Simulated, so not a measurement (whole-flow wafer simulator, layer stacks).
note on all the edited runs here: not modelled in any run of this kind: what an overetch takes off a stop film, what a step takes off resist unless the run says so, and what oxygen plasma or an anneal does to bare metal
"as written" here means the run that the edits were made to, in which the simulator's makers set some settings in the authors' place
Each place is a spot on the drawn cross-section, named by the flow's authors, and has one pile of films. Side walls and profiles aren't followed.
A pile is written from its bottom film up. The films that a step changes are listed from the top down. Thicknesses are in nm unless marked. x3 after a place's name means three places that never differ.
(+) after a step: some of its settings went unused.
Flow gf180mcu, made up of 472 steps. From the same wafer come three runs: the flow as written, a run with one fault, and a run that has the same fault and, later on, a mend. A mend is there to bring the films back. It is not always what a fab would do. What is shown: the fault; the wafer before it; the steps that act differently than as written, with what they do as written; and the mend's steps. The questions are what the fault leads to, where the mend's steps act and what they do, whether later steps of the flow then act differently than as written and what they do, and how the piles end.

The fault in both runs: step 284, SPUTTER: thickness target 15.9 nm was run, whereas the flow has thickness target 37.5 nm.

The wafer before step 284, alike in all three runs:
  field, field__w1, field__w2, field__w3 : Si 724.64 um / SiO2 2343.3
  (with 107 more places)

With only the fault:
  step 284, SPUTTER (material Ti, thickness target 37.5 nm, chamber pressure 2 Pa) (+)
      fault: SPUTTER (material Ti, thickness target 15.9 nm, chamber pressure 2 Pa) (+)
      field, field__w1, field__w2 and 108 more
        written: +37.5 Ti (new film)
        fault: +15.9 Ti (new film)
  Steps further on in the flow that do not act as written:
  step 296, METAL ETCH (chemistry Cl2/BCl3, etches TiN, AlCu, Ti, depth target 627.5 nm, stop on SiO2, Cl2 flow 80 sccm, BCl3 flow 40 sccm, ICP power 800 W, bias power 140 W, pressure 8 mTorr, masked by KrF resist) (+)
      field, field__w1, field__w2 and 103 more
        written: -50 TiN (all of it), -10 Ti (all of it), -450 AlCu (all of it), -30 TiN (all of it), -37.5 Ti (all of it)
        fault: -50 TiN (all of it), -10 Ti (all of it), -450 AlCu (all of it), -30 TiN (all of it), -15.9 Ti (all of it)
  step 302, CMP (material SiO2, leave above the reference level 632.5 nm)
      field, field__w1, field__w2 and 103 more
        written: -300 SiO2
        fault: -321.6 SiO2
  The piles end different from the flow's at field__w8, contact, m1, m1__w1, m1_nw by more than 2% or 0.5 nm, whichever is larger.
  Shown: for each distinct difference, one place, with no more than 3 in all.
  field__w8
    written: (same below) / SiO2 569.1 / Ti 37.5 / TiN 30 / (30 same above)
    fault: (same below) / SiO2 569.1 / Ti 15.9 / TiN 30 / (30 same above)
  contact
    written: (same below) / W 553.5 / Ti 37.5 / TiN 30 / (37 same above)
    fault: (same below) / W 553.5 / Ti 15.9 / TiN 30 / (37 same above)

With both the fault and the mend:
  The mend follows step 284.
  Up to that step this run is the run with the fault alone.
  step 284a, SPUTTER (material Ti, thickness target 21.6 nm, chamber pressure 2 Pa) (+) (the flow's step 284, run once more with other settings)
      field, field__w1, field__w2 and 108 more
        +21.6 Ti
  None of the later steps of the flow acts differently than as written at any place that is followed.
  The piles end the same as the flow's at every place that both follow.
